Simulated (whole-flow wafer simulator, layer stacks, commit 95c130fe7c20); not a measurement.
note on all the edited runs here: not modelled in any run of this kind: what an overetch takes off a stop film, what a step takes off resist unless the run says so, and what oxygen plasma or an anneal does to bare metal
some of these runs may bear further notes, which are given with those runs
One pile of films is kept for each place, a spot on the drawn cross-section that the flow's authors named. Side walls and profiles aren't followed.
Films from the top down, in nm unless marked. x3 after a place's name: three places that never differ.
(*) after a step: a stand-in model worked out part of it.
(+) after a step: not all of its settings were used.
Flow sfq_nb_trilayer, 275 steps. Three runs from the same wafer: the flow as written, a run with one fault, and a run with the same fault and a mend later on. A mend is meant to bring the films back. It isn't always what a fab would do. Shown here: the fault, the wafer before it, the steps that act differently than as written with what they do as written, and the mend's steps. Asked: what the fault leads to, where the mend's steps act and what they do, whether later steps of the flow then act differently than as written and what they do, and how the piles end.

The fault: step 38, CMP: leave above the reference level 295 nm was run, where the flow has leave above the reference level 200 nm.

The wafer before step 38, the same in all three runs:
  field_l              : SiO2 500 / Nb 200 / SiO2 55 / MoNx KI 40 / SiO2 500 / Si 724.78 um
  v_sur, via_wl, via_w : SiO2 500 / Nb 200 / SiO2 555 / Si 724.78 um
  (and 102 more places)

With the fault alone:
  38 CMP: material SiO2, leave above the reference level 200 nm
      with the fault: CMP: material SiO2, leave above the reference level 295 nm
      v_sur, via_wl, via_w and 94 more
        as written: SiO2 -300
        with the fault: SiO2 -205
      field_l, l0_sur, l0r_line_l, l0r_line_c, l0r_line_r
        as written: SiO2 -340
        with the fault: SiO2 -245
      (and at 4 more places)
  Later steps of the flow that act differently than as written (4 more steps differ only slightly, by at most 2% or 0.5 nm, whichever is larger, and aren't shown):
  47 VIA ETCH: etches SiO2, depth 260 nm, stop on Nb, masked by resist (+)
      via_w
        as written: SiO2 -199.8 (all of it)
        with the fault: SiO2 -260
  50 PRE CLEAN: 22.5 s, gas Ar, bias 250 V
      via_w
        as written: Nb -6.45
        with the fault: SiO2 -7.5
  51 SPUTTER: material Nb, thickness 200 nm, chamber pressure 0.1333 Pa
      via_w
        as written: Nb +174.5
        with the fault: Nb +163.1 (new film)
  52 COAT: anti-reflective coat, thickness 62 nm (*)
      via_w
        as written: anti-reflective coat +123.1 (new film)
        with the fault: anti-reflective coat +136.1 (new film)
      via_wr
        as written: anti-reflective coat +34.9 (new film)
        with the fault: anti-reflective coat +33.2 (new film)
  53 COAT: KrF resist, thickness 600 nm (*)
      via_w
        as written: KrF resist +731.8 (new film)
        with the fault: KrF resist +781.6 (new film)
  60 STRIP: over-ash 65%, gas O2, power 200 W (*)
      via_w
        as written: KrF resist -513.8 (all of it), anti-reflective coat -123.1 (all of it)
        with the fault: KrF resist -563.6 (all of it), anti-reflective coat -136.1 (all of it)
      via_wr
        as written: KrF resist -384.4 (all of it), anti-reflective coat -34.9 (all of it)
        with the fault: KrF resist -378.6 (all of it), anti-reflective coat -33.2 (all of it)
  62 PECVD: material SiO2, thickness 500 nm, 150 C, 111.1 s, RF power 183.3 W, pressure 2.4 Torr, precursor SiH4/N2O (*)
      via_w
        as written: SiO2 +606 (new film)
        with the fault: SiO2 +678.7 (new film)
  At the end the piles differ from the flow's by more than 2% or 0.5 nm, whichever is larger, at field_l, v_sur, via_wl and 103 more.
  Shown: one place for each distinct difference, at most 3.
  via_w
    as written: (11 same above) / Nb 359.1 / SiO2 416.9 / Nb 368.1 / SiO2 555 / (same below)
    with the fault: (11 same above) / Nb 359.1 / SiO2 489.6 / Nb 163.1 / SiO2 27.3 / Nb 200 / SiO2 555 / (same below)
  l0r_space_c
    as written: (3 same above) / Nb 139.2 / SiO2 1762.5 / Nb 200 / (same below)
    with the fault: (3 same above) / Nb 139.2 / SiO2 1857.5 / Nb 200 / (same below)
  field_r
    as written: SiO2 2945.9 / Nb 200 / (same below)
    with the fault: SiO2 3040.9 / Nb 200 / (same below)

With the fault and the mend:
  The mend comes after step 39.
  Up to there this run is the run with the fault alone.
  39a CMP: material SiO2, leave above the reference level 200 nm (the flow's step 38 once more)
      field_l, v_sur, via_wl and 103 more
        SiO2 -95
  No later step of the flow acts differently than as written at any place that is followed.
  At the end the piles are the same as the flow's at every place that both follow.
